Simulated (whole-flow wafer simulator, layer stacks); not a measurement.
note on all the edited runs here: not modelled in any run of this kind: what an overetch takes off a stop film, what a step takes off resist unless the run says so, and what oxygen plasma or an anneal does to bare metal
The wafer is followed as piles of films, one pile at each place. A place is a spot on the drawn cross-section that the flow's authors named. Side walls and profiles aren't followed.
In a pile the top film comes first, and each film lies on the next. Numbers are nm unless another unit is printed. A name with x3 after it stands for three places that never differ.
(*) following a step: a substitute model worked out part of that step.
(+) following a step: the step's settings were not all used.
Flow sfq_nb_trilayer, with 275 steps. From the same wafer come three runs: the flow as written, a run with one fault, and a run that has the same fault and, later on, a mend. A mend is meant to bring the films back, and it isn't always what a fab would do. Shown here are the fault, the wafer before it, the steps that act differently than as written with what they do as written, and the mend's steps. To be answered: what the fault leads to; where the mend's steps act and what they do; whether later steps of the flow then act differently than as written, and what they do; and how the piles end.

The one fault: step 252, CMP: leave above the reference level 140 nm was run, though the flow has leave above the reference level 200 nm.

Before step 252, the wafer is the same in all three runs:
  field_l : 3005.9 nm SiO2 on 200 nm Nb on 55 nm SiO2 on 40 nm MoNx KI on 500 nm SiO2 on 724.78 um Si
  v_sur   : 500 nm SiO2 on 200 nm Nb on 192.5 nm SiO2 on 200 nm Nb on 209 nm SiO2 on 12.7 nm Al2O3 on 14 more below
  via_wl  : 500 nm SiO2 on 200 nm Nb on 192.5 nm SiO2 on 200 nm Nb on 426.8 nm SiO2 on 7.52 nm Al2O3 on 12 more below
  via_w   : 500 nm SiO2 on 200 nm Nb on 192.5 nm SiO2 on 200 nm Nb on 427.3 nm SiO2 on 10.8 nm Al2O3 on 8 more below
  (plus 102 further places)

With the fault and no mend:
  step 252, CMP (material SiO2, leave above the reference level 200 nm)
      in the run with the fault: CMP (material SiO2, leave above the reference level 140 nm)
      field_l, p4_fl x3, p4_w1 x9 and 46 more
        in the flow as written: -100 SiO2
        in the run with the fault: -160 SiO2
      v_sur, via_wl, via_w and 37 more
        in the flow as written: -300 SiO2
        in the run with the fault: -360 SiO2
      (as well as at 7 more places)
  Later steps of the flow acting differently than as written (not shown: 4 more steps that differ only slightly, by at most 2% or 0.5 nm, whichever is larger):
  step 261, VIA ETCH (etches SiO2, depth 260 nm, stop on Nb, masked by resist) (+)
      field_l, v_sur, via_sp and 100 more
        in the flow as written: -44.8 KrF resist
        in the run with the fault: -36.2 KrF resist
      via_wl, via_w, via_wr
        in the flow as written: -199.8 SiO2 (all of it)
        in the run with the fault: -139.8 SiO2 (all of it)
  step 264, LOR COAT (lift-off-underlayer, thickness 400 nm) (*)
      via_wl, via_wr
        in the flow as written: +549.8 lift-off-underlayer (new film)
        in the run with the fault: +504.8 lift-off-underlayer (new film)
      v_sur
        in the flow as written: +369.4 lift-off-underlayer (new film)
        in the run with the fault: +378.6 lift-off-underlayer (new film)
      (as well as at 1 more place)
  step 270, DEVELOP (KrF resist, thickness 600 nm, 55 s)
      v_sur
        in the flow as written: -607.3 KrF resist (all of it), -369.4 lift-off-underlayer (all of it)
        in the run with the fault: -604.8 KrF resist (all of it), -378.6 lift-off-underlayer (all of it)
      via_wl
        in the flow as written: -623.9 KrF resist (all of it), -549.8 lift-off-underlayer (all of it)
        in the run with the fault: -616.3 KrF resist (all of it), -504.8 lift-off-underlayer (all of it)
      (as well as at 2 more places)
  By the end, the piles at field_l, v_sur, via_sp and 100 more depart from the flow's by more than 2% or 0.5 nm, whichever is larger.
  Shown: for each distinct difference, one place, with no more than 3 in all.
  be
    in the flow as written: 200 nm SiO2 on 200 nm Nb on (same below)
    in the run with the fault: 140 nm SiO2 on 200 nm Nb on (same below)
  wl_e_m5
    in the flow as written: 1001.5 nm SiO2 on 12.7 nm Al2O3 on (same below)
    in the run with the fault: 941.5 nm SiO2 on 12.7 nm Al2O3 on (same below)
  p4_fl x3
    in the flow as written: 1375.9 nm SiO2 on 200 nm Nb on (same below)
    in the run with the fault: 1315.9 nm SiO2 on 200 nm Nb on (same below)

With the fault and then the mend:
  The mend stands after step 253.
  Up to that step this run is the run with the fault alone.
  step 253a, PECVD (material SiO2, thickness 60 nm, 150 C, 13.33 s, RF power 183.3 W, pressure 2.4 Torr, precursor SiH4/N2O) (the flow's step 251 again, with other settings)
      field_l, v_sur, via_wl and 103 more
        +60 SiO2
  None of the later steps of the flow acts differently than as written at any place that is followed.
  By the end, the piles equal the flow's at every place that both follow.
